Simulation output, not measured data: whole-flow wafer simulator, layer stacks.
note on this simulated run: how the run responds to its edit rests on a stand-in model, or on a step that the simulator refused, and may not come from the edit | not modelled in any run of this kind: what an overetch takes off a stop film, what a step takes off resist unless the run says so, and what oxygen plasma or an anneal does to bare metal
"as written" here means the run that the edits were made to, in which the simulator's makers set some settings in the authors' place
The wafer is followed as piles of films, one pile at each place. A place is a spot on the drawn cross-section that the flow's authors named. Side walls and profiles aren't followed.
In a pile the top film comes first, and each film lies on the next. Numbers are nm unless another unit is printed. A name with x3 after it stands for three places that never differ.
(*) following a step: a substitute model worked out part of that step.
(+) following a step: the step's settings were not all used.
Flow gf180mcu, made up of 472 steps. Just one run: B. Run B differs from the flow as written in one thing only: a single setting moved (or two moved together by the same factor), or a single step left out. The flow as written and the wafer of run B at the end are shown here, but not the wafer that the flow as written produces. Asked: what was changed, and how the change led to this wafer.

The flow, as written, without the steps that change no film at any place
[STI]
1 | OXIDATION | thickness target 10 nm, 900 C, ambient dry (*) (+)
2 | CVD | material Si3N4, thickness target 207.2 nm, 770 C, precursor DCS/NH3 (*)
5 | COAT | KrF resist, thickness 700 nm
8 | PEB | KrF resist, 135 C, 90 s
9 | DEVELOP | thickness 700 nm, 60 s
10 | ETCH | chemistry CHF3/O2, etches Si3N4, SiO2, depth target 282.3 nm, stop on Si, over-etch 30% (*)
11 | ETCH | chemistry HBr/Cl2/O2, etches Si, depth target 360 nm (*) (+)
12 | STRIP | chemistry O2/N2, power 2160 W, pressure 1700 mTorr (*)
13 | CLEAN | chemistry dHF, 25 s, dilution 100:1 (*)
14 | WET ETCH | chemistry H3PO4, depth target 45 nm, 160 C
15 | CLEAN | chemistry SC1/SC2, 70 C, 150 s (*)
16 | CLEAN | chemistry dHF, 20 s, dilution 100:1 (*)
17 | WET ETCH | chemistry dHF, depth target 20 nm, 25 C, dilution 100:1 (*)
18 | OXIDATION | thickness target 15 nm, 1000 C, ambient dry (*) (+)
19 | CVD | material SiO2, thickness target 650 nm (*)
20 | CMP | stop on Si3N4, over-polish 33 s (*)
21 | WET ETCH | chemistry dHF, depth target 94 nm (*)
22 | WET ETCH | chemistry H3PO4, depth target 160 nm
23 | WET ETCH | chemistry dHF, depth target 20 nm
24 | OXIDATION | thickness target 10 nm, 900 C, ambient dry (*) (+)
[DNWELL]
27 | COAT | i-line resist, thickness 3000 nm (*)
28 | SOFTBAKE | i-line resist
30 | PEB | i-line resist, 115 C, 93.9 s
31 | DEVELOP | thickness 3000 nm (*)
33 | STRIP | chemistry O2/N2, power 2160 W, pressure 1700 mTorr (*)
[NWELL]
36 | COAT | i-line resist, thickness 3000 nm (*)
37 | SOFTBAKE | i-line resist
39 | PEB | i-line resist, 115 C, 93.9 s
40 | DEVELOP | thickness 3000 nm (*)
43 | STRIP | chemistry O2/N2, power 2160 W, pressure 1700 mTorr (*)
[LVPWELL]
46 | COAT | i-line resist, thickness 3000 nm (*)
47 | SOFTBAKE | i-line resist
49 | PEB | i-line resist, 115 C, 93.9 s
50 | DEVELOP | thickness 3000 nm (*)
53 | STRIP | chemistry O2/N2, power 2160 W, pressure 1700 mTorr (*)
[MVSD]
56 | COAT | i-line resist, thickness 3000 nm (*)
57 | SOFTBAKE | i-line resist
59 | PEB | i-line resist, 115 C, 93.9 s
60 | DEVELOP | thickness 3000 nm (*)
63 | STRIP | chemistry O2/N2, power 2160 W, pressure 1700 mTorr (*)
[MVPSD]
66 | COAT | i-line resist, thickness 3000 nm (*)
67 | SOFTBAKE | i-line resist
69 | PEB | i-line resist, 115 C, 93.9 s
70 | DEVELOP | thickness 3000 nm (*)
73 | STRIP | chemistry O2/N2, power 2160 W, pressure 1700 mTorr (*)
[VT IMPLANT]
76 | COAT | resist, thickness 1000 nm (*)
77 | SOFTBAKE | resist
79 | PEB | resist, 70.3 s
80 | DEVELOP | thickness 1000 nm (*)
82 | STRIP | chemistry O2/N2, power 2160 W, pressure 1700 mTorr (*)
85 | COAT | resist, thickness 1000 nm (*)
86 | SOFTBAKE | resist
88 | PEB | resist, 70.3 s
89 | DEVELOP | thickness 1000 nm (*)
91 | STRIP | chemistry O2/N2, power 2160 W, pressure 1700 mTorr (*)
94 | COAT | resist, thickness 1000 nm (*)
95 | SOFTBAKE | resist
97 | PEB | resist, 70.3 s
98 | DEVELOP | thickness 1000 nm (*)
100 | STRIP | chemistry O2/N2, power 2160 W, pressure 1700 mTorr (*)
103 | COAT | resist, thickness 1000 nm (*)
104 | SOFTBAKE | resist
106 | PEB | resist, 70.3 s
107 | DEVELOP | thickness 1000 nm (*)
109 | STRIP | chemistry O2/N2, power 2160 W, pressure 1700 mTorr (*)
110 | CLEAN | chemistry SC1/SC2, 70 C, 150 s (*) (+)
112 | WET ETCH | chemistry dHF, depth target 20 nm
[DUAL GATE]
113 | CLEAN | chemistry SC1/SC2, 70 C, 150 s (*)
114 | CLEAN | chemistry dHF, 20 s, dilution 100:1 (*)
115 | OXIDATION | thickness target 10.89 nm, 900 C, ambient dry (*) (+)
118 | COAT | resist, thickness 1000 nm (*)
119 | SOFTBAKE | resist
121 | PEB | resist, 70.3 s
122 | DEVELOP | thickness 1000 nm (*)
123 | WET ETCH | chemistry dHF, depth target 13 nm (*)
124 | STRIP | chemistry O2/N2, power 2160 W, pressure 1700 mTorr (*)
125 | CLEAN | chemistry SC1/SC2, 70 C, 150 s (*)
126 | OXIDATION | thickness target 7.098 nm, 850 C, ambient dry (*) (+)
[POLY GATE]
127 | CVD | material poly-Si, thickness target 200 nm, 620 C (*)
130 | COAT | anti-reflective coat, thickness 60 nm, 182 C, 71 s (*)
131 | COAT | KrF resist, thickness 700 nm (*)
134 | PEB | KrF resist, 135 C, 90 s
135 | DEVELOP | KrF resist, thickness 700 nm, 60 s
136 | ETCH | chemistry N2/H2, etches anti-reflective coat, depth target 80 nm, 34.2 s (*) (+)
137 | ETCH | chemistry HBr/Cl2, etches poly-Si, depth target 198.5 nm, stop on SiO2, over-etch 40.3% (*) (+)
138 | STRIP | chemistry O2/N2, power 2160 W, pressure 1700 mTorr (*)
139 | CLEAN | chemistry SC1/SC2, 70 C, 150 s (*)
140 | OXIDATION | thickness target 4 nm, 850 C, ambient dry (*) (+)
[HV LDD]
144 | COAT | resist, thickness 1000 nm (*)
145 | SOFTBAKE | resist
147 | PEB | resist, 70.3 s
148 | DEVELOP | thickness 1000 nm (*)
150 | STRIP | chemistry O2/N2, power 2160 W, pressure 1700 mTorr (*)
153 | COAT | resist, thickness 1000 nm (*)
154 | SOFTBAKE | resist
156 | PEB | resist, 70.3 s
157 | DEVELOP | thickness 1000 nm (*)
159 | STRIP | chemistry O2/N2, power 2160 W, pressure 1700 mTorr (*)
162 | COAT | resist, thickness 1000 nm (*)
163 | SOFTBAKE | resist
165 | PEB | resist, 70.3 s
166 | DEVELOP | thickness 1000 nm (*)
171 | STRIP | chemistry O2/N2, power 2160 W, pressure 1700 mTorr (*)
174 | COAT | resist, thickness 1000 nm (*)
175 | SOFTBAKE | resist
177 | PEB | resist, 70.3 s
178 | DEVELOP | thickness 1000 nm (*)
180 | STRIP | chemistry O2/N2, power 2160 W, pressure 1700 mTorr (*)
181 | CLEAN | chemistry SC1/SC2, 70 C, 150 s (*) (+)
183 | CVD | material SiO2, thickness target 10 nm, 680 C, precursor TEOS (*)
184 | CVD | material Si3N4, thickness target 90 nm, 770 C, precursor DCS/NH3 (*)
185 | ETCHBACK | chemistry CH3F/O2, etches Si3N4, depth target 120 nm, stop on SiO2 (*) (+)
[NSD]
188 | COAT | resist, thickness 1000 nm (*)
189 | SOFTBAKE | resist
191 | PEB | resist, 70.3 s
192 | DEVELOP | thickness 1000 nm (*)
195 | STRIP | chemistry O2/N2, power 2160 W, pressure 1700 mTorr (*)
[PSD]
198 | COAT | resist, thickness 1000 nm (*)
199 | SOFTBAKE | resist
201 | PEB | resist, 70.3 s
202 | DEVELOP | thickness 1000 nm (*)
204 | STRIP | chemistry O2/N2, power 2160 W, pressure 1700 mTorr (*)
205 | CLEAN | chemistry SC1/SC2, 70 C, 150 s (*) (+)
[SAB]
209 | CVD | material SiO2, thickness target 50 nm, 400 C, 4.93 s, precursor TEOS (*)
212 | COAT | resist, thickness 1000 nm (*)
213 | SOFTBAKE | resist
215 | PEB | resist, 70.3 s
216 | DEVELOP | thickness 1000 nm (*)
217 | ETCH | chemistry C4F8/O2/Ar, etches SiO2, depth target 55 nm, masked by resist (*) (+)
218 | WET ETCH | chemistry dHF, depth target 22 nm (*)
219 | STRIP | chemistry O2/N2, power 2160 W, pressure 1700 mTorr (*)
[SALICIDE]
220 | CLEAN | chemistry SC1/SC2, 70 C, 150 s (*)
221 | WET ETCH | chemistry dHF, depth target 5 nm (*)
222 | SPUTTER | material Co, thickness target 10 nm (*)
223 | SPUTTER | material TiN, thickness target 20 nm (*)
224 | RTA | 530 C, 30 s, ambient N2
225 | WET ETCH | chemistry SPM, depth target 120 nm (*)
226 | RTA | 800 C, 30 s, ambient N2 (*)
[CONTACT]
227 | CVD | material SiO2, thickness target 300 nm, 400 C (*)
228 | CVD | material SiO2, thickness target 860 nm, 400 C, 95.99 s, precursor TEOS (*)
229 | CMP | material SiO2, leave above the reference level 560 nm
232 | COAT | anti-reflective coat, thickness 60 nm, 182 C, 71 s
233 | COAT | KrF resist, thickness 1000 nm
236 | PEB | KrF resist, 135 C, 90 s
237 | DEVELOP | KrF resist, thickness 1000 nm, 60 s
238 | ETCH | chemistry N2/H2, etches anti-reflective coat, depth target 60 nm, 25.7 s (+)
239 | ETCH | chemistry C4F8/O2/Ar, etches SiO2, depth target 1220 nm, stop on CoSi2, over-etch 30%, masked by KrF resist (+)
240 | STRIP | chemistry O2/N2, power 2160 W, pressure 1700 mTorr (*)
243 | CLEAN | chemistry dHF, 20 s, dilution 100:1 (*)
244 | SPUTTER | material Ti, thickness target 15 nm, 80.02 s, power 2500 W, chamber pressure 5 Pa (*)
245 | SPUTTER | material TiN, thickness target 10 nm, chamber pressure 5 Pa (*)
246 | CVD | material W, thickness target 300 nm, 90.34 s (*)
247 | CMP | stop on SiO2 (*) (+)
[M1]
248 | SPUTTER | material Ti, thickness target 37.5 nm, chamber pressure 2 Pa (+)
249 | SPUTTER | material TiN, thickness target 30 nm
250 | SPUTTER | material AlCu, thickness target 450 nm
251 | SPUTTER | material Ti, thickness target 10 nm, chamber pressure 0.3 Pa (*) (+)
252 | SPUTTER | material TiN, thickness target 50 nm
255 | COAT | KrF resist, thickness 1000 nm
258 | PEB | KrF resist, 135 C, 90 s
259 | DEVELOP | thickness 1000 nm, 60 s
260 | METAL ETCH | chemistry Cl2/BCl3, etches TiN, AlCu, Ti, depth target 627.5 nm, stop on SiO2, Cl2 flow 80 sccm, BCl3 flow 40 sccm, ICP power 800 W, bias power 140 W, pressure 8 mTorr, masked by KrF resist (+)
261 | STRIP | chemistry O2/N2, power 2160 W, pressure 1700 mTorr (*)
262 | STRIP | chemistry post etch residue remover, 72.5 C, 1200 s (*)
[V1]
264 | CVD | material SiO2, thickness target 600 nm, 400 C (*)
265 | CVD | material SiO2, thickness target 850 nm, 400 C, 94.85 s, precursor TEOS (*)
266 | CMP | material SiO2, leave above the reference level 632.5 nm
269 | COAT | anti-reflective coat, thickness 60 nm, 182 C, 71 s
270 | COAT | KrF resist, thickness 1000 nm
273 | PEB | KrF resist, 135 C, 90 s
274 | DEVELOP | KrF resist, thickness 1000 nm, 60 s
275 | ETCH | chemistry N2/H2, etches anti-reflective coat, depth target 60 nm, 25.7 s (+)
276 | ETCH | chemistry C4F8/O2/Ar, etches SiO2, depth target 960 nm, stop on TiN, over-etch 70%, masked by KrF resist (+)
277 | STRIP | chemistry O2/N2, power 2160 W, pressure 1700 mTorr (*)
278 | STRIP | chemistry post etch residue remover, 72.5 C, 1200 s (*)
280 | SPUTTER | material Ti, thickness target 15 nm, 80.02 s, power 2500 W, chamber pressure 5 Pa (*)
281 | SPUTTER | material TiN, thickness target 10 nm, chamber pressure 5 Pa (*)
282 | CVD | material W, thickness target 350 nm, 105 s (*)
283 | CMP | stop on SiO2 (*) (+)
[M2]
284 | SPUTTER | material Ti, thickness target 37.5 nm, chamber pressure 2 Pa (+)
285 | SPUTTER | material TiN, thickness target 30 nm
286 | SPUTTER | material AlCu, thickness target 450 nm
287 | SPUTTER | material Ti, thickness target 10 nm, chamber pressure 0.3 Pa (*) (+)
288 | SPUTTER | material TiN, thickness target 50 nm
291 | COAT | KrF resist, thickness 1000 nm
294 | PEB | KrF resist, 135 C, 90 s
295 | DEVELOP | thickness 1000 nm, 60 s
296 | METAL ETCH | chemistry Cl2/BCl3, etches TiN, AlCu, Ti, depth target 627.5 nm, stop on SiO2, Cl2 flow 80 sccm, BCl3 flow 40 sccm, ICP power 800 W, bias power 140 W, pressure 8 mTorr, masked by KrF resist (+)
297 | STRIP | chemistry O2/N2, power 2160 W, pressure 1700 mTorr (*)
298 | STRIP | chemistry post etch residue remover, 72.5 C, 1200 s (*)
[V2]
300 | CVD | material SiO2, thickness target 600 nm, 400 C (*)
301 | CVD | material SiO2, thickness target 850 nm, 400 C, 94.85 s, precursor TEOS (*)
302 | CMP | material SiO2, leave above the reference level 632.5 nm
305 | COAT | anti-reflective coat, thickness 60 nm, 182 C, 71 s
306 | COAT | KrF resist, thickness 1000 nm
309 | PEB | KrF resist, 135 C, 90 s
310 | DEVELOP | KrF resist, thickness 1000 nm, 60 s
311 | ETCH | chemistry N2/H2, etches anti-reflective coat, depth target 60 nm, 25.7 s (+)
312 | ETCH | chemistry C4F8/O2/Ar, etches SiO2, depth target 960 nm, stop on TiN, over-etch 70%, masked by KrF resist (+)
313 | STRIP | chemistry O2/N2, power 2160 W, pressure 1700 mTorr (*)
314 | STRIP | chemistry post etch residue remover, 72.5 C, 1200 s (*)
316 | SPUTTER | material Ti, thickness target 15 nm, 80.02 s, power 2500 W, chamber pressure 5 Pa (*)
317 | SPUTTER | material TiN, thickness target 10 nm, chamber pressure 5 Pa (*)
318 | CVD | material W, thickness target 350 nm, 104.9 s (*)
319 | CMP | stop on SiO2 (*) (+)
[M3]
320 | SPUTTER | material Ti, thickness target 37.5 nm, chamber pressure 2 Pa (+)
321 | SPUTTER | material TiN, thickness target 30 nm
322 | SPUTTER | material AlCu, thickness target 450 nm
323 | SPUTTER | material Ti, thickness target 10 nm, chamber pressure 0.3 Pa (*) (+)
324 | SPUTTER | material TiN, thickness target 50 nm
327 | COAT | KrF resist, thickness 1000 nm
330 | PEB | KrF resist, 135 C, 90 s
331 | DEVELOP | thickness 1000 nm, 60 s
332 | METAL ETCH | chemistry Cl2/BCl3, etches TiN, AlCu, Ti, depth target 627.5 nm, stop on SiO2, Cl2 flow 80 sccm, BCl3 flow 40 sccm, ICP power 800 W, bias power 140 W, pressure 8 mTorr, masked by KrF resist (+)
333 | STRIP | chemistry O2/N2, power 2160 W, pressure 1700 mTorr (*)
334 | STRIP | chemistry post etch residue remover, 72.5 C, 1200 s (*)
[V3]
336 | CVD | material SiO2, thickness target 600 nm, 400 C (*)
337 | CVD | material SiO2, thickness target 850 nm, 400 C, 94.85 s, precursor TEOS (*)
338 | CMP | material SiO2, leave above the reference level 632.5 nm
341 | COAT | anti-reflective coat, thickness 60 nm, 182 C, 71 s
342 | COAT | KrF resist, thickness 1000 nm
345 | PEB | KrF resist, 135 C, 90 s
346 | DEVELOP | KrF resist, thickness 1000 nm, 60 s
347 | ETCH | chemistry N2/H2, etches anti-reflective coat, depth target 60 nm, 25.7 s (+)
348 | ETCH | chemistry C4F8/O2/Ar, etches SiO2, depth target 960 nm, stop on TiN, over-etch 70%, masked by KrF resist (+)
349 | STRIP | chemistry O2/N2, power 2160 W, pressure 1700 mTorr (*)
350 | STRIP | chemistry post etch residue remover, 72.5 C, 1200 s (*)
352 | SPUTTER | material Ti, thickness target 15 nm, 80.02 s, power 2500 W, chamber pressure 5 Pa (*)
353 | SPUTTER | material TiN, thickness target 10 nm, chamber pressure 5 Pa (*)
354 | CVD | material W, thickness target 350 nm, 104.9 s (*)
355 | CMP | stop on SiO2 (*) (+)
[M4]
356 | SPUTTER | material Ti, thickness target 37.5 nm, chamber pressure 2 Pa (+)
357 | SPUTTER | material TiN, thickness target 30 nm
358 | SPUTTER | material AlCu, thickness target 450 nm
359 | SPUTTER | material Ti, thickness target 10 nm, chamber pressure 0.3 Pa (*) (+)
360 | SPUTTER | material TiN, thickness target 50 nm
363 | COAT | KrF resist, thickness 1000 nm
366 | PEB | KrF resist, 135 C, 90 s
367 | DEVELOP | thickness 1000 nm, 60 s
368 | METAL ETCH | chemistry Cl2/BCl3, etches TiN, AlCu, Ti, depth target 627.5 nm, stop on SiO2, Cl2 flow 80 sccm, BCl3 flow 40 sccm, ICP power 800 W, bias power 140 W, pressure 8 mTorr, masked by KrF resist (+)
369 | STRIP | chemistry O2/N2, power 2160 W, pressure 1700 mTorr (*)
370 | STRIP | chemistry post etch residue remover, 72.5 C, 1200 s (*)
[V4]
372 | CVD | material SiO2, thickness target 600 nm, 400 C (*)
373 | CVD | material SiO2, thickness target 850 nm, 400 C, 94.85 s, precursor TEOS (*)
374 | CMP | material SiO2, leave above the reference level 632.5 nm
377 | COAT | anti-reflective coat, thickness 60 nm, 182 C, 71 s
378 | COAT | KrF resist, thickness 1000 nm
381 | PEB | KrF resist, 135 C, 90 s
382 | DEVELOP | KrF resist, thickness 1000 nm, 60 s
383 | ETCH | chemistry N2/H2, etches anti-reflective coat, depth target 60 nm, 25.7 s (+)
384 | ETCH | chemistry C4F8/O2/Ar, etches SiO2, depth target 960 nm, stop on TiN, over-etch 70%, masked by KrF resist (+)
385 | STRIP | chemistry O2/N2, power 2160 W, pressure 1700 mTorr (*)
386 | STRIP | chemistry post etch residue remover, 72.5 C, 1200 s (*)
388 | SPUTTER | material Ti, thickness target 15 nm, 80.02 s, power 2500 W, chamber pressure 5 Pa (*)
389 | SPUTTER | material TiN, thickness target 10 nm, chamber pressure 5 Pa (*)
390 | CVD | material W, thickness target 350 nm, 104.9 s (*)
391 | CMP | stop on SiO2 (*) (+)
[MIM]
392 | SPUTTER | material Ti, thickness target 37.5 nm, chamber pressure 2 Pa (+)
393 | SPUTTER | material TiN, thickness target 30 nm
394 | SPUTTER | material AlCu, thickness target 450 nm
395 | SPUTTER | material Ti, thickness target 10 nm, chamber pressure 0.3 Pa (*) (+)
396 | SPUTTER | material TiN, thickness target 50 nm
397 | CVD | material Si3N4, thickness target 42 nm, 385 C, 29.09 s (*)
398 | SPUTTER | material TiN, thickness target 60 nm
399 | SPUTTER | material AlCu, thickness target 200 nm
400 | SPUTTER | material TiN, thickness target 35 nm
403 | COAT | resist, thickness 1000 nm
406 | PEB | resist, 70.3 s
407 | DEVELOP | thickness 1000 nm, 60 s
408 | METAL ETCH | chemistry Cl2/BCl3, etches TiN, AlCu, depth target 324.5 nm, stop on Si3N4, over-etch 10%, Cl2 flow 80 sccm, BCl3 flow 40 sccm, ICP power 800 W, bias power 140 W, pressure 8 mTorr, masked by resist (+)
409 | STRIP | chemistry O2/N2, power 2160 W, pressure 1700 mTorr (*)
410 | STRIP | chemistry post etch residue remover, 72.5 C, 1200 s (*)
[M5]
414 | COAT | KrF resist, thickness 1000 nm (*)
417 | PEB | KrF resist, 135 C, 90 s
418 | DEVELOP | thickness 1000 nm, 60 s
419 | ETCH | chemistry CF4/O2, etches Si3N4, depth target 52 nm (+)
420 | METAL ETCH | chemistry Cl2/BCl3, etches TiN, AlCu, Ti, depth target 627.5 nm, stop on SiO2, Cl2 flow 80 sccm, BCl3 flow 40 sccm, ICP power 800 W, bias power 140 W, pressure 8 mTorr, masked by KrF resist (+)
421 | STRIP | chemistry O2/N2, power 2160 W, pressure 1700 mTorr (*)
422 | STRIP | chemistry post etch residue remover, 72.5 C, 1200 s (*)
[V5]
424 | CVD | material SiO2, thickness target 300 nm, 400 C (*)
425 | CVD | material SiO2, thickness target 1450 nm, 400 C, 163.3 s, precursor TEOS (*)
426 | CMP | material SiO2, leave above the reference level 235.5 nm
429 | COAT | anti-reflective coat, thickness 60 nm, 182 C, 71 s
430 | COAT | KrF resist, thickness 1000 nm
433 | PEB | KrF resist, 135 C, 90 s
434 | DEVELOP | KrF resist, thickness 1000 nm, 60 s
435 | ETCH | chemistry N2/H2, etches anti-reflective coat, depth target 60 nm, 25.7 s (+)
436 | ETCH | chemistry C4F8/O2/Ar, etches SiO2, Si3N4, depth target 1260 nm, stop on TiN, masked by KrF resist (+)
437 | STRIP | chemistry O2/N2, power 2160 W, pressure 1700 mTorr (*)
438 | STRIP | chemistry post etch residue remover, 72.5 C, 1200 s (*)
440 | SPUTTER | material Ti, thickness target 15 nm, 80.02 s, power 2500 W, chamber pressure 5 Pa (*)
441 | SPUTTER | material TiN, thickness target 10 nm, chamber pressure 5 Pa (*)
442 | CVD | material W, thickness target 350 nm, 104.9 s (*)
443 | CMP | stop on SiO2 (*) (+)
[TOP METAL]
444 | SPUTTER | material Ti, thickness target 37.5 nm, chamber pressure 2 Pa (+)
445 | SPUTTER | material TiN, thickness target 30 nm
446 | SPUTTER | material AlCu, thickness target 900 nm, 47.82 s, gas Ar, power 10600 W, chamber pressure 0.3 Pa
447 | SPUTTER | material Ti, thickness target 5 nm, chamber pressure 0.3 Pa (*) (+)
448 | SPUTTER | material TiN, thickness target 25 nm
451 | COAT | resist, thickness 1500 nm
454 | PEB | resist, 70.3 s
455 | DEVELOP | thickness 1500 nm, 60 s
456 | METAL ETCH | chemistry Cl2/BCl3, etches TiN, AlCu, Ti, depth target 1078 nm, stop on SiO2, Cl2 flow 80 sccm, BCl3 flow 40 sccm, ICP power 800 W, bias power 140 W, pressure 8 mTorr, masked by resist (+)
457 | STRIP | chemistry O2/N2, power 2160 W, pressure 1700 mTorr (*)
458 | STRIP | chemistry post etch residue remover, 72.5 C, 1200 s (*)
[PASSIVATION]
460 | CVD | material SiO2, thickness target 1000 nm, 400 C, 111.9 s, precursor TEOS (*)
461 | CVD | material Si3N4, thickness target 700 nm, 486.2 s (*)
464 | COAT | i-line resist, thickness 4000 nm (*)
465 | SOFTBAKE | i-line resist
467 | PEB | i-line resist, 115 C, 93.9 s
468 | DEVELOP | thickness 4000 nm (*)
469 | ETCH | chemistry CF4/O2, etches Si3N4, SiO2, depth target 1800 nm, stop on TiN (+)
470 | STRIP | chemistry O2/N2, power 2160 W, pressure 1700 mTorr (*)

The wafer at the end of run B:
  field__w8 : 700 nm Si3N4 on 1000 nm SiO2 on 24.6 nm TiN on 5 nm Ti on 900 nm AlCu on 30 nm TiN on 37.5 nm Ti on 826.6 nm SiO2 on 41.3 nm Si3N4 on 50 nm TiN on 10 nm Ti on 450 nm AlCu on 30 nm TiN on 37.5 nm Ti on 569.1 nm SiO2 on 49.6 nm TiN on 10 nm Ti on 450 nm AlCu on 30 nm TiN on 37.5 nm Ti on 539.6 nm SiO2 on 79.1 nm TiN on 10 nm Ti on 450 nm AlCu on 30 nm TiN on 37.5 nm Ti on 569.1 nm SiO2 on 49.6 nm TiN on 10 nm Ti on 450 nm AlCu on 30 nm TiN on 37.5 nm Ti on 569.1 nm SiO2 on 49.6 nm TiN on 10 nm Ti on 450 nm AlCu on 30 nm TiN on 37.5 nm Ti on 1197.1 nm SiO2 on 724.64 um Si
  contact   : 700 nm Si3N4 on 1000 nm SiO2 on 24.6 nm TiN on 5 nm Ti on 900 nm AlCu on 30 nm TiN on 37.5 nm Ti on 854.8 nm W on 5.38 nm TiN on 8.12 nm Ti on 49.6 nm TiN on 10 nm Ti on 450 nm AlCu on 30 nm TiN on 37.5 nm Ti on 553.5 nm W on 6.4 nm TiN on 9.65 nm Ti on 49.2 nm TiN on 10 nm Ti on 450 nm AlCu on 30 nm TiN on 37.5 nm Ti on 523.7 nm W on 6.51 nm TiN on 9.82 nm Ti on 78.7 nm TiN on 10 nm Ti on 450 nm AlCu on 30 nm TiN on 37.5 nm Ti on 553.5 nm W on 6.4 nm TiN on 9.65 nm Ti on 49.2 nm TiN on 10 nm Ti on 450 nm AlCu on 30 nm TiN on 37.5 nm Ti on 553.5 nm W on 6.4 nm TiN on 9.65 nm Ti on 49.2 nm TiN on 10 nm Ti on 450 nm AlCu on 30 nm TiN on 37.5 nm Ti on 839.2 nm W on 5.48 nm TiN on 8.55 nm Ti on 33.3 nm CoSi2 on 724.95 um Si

The reason: step 324, SPUTTER: thickness target 79.5 nm was run, whereas the flow has thickness target 50 nm.

Step by step, how the change led to this:
  324 | SPUTTER | material TiN, thickness target 50 nm
      field, field__w1, field__w2 and 108 more: TiN gains 79.5 (new film) (it would be, as written: TiN gains 50 (new film))
  332 | METAL ETCH | chemistry Cl2/BCl3, etches TiN, AlCu, Ti, depth target 627.5 nm, stop on SiO2, Cl2 flow 80 sccm, BCl3 flow 40 sccm, ICP power 800 W, bias power 140 W, pressure 8 mTorr, masked by KrF resist (+)
      field, field__w1, field__w2 and 103 more: TiN loses 79.5 (all of it), Ti loses 10 (all of it), AlCu loses 450 (all of it), TiN loses 30 (all of it), Ti loses 37.5 (all of it) (it would be, as written: TiN loses 50 (all of it), Ti loses 10 (all of it), AlCu loses 450 (all of it), TiN loses 30 (all of it), Ti loses 37.5 (all of it))
  338 | CMP | material SiO2, leave above the reference level 632.5 nm
      field__w8, contact, m1, m1__w1, m1_nw: SiO2 loses 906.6 (it would be, as written: SiO2 loses 877.1)
  348 | ETCH | chemistry C4F8/O2/Ar, etches SiO2, depth target 960 nm, stop on TiN, over-etch 70%, masked by KrF resist (+)
      field, field__w1, field__w2 and 107 more: KrF resist loses 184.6 (it would be, as written: KrF resist loses 192)
      contact: SiO2 loses 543 (all of it) (it would be, as written: SiO2 loses 572.5 (all of it))
  354 | CVD | material W, thickness target 350 nm, 104.9 s (*)
      contact: W gains 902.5 (new film) (it would be, as written: W gains 932.3 (new film))
